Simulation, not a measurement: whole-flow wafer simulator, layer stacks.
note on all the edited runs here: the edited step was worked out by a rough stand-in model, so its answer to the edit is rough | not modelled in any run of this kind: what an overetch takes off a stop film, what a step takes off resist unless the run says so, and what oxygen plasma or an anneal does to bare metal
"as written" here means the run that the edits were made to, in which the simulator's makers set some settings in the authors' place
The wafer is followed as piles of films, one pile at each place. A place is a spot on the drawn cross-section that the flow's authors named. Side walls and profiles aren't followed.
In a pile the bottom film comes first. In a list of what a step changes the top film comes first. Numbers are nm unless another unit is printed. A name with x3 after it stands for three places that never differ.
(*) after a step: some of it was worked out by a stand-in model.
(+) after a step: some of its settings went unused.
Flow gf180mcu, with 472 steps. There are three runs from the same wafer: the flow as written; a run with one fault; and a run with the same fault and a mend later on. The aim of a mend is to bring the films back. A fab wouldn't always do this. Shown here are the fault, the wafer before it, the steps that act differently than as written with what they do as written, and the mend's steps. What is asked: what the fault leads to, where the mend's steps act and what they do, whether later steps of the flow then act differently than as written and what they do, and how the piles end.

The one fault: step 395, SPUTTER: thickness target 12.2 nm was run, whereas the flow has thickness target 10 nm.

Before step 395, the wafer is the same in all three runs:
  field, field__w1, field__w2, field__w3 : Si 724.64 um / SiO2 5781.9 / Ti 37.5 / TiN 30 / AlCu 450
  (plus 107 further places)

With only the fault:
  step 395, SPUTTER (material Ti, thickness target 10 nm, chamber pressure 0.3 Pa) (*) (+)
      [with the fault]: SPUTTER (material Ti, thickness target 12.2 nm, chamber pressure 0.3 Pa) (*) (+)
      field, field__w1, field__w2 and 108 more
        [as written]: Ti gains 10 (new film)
        [with the fault]: Ti gains 12.2 (new film)
  Steps further on in the flow that do not act as written (2 other steps are not shown; they differ only slightly, by no more than 2% or 0.5 nm, whichever is larger):
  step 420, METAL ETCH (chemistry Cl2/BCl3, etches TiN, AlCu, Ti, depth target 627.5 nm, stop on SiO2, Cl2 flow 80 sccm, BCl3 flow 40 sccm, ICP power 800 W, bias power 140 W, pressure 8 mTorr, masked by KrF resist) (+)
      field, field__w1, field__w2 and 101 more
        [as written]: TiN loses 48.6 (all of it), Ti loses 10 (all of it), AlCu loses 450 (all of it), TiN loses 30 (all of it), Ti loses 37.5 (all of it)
        [with the fault]: TiN loses 48.6 (all of it), Ti loses 12.2 (all of it), AlCu loses 450 (all of it), TiN loses 30 (all of it), Ti loses 37.5 (all of it)
  At field__w4, field__w8, contact, m1, m1__w1, mim, mim_1p0, m1_nw, the piles at the end differ from the flow's by more than 2% or 0.5 nm, whichever is larger.
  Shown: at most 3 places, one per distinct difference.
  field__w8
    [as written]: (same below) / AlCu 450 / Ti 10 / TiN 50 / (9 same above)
    [with the fault]: (same below) / AlCu 450 / Ti 12.2 / TiN 50 / (9 same above)
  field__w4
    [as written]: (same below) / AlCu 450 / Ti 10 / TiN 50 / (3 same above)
    [with the fault]: (same below) / AlCu 450 / Ti 12.2 / TiN 50 / (3 same above)
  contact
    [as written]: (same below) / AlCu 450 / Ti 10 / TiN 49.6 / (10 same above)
    [with the fault]: (same below) / AlCu 450 / Ti 12.2 / TiN 49.6 / (10 same above)

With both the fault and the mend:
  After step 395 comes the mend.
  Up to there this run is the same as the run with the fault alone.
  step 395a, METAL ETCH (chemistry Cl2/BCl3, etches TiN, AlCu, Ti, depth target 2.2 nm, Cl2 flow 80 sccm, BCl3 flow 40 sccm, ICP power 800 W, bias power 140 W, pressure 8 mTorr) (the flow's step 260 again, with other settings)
      field, field__w1, field__w2 and 108 more
        Ti loses 2.2
  Every later step of the flow that is run acts as written at every place that is followed.
  The piles end the same as the flow's at every place that both follow.
